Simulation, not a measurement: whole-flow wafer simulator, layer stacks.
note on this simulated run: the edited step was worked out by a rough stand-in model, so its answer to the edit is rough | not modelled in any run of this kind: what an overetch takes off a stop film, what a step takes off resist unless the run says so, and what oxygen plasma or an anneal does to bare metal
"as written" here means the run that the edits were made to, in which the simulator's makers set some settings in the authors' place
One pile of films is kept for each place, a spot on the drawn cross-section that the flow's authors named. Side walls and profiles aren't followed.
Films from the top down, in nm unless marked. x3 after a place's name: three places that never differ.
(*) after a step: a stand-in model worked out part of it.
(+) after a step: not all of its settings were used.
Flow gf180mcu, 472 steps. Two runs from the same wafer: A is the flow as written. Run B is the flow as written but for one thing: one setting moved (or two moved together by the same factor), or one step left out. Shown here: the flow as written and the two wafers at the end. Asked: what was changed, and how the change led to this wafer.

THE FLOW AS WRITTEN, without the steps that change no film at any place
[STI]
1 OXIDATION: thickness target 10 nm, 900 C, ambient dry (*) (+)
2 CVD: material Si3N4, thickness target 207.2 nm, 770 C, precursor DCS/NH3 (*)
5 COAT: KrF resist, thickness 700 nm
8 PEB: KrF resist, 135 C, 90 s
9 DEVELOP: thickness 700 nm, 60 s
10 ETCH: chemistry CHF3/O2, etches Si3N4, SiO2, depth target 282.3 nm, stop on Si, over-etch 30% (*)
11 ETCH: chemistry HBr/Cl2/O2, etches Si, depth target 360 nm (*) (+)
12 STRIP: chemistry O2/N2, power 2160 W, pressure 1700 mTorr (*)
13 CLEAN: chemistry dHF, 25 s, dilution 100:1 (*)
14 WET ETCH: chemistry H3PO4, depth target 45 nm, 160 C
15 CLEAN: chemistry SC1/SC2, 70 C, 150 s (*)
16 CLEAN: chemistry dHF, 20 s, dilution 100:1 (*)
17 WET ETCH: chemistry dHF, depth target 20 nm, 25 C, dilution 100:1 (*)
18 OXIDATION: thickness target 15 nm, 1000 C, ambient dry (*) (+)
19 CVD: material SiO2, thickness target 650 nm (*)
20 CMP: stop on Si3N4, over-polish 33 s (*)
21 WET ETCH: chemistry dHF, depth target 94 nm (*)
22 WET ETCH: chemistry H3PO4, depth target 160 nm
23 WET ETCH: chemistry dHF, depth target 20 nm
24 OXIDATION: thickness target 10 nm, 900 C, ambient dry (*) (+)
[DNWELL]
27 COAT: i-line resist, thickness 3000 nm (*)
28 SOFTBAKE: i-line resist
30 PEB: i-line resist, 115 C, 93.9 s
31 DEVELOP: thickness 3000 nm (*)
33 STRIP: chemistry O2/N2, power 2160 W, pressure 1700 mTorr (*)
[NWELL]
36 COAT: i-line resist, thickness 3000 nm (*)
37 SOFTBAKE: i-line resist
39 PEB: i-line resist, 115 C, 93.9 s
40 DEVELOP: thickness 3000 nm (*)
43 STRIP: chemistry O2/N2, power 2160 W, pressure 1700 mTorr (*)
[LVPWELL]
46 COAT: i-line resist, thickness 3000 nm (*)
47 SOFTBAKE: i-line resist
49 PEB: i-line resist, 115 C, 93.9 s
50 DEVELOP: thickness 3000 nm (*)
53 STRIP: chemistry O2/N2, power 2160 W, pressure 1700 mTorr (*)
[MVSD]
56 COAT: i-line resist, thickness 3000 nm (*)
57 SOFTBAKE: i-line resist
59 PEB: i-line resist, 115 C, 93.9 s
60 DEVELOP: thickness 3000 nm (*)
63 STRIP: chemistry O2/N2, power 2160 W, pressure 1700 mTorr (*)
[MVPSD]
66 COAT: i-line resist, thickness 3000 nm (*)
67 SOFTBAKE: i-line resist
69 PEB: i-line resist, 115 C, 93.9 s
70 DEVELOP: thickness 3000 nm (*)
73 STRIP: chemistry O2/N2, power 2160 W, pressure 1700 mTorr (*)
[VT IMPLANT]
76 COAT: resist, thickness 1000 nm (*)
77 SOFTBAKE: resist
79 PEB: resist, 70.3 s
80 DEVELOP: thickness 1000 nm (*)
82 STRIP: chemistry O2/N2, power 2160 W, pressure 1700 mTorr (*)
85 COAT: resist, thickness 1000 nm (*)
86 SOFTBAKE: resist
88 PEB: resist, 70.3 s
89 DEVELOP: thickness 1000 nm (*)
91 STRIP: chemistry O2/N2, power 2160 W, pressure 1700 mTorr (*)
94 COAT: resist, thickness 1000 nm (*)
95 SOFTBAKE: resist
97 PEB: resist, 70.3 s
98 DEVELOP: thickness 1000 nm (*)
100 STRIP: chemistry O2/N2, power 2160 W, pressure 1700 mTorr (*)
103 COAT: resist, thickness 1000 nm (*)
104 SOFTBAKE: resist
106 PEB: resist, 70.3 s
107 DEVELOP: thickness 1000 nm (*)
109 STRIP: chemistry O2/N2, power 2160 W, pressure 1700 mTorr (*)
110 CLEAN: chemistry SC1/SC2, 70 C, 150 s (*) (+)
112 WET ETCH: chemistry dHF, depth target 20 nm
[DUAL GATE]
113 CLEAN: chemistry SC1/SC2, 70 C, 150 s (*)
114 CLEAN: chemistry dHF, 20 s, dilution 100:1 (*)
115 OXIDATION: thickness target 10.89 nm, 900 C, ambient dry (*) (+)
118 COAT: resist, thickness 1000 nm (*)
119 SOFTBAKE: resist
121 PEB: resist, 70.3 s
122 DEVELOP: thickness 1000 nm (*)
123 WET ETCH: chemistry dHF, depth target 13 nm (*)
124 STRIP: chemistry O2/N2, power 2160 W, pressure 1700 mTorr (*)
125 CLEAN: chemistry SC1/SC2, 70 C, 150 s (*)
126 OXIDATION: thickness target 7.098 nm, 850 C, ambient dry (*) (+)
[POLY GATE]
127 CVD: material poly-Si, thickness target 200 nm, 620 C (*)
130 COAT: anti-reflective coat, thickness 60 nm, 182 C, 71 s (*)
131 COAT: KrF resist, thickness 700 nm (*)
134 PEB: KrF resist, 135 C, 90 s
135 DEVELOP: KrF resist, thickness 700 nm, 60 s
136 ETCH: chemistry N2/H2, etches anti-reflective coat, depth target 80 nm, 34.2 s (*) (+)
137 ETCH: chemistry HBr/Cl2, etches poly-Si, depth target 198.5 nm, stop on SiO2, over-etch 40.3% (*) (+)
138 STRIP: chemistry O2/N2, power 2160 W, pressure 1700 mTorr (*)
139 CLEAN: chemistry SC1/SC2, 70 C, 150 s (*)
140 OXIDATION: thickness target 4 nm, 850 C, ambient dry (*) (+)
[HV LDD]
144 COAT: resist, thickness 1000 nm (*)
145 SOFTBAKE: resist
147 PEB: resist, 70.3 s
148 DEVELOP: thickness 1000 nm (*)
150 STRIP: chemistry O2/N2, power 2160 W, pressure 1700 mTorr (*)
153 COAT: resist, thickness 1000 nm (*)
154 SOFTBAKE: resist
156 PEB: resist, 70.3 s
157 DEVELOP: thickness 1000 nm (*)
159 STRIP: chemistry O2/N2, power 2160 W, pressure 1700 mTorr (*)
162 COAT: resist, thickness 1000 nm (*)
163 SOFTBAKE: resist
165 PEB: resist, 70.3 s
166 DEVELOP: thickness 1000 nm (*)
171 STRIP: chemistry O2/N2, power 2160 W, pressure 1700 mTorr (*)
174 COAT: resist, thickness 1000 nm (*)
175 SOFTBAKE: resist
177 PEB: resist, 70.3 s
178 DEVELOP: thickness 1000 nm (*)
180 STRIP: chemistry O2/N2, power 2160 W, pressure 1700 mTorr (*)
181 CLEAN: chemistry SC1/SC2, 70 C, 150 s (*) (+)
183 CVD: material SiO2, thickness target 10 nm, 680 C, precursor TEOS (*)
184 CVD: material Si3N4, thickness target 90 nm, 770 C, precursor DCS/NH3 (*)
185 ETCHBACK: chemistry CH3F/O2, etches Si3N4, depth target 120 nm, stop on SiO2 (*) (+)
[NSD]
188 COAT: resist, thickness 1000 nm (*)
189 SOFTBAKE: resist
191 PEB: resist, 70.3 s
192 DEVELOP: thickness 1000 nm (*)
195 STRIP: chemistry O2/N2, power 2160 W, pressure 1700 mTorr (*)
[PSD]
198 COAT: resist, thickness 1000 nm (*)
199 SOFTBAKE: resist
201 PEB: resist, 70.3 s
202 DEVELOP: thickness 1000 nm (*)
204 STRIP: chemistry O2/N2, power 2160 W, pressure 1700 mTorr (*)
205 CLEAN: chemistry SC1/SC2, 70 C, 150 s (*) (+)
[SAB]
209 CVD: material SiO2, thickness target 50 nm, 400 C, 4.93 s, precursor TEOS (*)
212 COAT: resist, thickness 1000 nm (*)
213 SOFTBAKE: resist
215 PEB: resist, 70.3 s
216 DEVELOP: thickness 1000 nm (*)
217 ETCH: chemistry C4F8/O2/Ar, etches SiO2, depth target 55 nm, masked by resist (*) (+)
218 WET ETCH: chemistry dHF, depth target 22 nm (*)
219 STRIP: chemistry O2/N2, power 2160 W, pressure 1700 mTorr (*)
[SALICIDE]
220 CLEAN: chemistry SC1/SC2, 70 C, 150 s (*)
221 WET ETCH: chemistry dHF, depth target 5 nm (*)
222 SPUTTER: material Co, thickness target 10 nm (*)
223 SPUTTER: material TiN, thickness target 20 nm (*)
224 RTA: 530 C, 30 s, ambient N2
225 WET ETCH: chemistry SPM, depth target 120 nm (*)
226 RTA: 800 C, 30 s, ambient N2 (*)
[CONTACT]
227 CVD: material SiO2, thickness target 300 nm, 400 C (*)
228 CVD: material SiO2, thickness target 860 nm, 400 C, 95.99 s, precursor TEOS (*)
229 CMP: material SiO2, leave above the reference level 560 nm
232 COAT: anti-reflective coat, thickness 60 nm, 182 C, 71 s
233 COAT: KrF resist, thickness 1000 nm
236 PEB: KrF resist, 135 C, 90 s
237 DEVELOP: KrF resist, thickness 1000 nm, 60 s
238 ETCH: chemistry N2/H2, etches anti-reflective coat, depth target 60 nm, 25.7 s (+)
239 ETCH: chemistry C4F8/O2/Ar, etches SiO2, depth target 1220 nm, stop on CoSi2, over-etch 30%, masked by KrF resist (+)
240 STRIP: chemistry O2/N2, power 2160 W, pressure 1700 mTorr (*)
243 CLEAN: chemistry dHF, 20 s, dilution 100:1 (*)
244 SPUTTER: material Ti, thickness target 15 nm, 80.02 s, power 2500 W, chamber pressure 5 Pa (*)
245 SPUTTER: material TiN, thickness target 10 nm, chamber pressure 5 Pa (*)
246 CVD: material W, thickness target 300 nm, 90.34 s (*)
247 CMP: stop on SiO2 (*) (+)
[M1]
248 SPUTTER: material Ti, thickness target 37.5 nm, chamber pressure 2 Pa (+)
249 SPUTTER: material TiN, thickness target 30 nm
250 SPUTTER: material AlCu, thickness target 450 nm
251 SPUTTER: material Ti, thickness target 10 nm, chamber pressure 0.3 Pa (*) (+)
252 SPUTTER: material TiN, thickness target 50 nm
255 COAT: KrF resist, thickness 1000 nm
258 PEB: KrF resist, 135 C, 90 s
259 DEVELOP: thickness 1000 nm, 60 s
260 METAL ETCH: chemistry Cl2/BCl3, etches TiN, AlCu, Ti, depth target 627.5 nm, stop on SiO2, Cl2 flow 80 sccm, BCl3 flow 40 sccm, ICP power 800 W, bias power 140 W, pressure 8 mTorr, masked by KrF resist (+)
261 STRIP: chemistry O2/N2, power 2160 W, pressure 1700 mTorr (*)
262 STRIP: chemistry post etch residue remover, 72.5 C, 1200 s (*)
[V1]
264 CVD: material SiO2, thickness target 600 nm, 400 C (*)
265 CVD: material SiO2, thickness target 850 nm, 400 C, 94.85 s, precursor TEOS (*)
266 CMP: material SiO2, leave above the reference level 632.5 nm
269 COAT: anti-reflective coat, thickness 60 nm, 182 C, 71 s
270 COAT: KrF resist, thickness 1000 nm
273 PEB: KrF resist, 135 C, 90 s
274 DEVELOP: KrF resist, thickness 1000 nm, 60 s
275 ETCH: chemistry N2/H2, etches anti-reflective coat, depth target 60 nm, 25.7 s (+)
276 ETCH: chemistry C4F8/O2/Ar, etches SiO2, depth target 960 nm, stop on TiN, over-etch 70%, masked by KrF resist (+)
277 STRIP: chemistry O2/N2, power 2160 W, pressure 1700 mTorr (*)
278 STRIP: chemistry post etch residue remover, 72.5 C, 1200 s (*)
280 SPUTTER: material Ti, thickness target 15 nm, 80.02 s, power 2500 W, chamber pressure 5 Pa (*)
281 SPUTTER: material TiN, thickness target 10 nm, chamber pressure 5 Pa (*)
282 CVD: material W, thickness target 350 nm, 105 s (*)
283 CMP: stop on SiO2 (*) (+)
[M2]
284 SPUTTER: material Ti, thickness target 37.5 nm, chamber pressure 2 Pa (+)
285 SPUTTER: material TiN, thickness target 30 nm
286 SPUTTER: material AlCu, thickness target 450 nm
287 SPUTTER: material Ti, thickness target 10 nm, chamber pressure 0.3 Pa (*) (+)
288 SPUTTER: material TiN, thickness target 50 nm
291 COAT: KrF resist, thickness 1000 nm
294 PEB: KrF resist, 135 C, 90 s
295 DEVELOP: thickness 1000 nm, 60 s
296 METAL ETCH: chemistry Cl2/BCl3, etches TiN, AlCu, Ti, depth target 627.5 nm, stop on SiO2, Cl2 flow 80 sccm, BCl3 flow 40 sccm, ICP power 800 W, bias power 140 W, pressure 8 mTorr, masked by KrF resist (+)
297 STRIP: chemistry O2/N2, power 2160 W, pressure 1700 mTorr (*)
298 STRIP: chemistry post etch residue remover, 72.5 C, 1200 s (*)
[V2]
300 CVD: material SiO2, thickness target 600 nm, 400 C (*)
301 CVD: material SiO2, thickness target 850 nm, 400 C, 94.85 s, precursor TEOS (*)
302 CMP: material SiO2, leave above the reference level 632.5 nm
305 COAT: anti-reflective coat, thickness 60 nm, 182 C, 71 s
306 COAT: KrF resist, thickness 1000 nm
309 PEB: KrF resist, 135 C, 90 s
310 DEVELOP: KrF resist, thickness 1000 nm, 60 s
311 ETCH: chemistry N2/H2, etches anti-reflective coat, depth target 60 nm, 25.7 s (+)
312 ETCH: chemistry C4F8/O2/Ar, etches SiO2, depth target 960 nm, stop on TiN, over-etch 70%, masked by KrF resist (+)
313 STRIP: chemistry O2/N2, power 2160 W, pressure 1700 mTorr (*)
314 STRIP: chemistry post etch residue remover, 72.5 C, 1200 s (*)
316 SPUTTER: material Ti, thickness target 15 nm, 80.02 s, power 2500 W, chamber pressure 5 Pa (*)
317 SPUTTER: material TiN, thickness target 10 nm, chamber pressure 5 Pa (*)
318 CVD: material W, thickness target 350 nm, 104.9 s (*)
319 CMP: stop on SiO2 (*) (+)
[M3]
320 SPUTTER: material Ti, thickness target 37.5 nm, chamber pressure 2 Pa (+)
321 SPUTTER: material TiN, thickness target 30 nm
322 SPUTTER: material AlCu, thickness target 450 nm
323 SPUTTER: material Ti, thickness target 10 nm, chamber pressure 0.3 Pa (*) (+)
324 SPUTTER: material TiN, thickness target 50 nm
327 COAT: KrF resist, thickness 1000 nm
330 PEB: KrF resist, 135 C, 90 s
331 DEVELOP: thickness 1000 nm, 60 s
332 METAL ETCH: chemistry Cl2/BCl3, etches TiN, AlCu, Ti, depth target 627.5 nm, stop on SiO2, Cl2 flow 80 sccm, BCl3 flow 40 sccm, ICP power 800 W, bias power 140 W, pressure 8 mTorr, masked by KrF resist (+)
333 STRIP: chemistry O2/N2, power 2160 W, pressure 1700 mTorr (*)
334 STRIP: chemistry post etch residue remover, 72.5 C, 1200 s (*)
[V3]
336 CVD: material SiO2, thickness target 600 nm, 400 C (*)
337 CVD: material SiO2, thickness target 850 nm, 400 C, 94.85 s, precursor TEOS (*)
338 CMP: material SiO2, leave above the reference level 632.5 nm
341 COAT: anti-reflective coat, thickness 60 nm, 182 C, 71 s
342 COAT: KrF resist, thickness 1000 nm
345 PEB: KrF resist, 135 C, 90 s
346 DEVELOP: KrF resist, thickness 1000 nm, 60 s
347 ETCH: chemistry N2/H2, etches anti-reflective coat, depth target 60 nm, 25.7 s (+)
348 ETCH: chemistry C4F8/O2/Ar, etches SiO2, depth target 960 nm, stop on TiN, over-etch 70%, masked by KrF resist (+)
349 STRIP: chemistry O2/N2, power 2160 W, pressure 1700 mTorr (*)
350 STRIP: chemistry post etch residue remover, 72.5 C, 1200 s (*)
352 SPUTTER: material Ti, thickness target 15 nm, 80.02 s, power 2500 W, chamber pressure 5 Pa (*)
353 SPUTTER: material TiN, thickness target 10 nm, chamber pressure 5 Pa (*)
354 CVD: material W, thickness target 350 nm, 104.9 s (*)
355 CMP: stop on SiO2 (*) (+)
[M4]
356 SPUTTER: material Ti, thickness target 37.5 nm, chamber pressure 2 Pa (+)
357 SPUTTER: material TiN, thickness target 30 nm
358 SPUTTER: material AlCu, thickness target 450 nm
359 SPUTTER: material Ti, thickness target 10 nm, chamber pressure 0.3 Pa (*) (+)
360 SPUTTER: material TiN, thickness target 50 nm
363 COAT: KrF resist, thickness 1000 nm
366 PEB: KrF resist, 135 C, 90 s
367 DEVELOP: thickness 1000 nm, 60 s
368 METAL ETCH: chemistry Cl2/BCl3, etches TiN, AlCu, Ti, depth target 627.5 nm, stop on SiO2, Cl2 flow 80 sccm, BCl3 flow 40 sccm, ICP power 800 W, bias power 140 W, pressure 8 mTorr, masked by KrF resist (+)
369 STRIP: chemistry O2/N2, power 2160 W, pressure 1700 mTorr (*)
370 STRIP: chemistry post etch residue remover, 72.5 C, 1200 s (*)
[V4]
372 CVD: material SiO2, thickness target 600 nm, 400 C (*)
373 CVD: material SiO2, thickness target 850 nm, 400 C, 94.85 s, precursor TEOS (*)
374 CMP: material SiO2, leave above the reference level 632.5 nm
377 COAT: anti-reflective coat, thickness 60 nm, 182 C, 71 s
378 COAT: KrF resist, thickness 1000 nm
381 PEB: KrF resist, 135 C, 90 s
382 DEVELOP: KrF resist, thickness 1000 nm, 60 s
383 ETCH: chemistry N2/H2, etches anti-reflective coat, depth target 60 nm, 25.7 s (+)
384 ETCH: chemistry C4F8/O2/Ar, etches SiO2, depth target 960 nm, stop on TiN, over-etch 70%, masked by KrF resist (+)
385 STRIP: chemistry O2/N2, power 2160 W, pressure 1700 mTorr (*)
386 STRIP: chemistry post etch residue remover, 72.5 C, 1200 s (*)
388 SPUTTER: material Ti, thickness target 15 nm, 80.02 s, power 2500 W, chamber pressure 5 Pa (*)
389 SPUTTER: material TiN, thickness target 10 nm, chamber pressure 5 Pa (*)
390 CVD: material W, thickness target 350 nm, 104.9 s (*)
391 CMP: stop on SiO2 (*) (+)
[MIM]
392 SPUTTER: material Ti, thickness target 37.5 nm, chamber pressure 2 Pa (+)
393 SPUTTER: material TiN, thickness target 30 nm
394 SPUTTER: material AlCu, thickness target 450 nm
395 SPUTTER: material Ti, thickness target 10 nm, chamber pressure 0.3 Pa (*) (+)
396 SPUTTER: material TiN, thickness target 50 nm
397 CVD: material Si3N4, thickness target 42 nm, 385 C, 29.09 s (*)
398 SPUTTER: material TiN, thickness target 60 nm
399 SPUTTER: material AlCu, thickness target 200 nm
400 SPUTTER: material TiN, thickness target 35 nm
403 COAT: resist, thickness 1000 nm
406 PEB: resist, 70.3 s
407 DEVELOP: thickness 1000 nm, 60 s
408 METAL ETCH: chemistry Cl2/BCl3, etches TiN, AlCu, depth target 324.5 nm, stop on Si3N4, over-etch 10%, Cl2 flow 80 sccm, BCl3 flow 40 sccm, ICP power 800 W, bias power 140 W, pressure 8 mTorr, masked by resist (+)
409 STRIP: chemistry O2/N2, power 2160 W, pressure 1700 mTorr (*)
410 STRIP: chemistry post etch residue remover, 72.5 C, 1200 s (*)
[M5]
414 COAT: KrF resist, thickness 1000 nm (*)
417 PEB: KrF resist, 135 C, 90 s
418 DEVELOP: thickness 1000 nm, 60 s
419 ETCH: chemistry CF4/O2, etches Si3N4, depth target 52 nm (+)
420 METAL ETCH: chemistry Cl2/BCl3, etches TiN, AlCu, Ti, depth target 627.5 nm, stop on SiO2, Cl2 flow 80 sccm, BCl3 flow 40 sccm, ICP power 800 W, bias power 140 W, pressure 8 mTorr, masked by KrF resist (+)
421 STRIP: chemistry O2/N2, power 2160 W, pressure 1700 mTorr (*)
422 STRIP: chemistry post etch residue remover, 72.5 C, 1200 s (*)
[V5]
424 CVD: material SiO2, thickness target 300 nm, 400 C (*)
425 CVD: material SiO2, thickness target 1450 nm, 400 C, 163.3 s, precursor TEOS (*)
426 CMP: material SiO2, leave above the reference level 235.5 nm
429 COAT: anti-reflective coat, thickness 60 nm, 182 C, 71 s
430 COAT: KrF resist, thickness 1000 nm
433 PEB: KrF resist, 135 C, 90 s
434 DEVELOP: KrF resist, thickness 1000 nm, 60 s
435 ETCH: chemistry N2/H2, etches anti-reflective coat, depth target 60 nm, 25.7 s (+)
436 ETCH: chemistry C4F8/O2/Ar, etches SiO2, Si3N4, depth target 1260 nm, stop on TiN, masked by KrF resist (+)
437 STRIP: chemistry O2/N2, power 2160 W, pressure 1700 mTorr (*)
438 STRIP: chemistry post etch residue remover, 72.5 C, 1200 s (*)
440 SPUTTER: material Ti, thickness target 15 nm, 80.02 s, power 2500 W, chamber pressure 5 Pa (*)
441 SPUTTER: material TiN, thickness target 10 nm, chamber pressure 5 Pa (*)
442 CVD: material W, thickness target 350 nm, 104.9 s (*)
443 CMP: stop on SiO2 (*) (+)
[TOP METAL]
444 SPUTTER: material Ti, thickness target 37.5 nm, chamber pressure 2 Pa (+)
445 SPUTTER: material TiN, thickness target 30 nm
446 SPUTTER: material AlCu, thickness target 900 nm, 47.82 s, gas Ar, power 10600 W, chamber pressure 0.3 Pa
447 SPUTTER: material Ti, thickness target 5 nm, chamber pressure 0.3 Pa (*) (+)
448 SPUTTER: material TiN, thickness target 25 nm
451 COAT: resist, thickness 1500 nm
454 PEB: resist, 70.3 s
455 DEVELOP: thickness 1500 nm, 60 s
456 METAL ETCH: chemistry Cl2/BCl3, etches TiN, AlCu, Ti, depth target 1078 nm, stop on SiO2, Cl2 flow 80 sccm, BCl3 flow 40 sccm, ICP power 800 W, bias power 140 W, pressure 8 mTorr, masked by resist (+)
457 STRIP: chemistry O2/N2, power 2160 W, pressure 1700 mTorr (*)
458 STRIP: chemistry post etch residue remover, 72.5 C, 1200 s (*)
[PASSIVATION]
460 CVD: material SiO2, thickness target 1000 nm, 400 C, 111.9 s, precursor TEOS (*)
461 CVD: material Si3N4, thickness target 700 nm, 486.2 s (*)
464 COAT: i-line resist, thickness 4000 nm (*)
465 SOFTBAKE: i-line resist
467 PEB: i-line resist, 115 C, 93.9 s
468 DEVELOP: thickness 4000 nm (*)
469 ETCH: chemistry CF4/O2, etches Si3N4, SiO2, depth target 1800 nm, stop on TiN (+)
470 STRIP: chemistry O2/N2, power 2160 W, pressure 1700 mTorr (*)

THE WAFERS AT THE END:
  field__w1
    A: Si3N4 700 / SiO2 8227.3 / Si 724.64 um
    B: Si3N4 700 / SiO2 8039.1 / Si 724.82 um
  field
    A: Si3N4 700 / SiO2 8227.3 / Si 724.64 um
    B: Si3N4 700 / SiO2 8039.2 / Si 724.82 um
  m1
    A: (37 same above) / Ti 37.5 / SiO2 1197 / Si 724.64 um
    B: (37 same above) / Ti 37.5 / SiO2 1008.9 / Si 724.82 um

The cause: step 11, ETCH: depth target 171 nm was run, where the flow has depth target 360 nm.

How the change led to this, step by step:
  11 ETCH: chemistry HBr/Cl2/O2, etches Si, depth target 360 nm (*) (+)
      active, n_well, p_well and 40 more: A KrF resist -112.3 | B KrF resist -49.3
      field, field_sub, sti and 34 more: A Si -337 | B Si -148
  12 STRIP: chemistry O2/N2, power 2160 W, pressure 1700 mTorr (*)
      active, n_well, p_well and 40 more: A KrF resist -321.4 (all of it) | B KrF resist -384.4 (all of it)
  19 CVD: material SiO2, thickness target 650 nm (*)
      ld_fp_n, ld_drift_n, ld_fp_p and 7 more: A SiO2 +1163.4 | B SiO2 +974.4
      m1: A SiO2 +1163.4 | B SiO2 +650
  20 CMP: stop on Si3N4, over-polish 33 s (*)
      sti, mim_1p0, pad and 11 more: A SiO2 -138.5 | B SiO2 -327.5
      nw_enc_fld, nw_enc_fld_lv: A SiO2 -142.5 | B SiO2 -331.5
      (and at 11 more places)
  24 OXIDATION: thickness target 10 nm, 900 C, ambient dry (*) (+)
      sti, mim_1p0, pad and 19 more: A SiO2 +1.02, Si -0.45 | B SiO2 +1.62, Si -0.71
      field, mim, nw_sep_fld: A SiO2 +1.04, Si -0.46 | B SiO2 +1.67, Si -0.73
      (and at 12 more places)
  115 OXIDATION: thickness target 10.89 nm, 900 C, ambient dry (*) (+)
      sti, mim_1p0, pad and 19 more: A SiO2 +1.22, Si -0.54 | B SiO2 +1.99, Si -0.88
      field, field__w1, field__w2 and 6 more: A SiO2 +1.25, Si -0.55 | B SiO2 +2.06, Si -0.91
      (and at 18 more places)
  189 SOFTBAKE: resist
      field__w9: A resist +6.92 | B resist -3.07
      active_hv: A resist +2.68 | B resist -0.5
      (and at 1 more place)
  199 SOFTBAKE: resist
      field__w9: A resist +6.92 | B resist -3.07
      active_hv: A resist +2.68 | B resist -0.5
      (and at 1 more place)
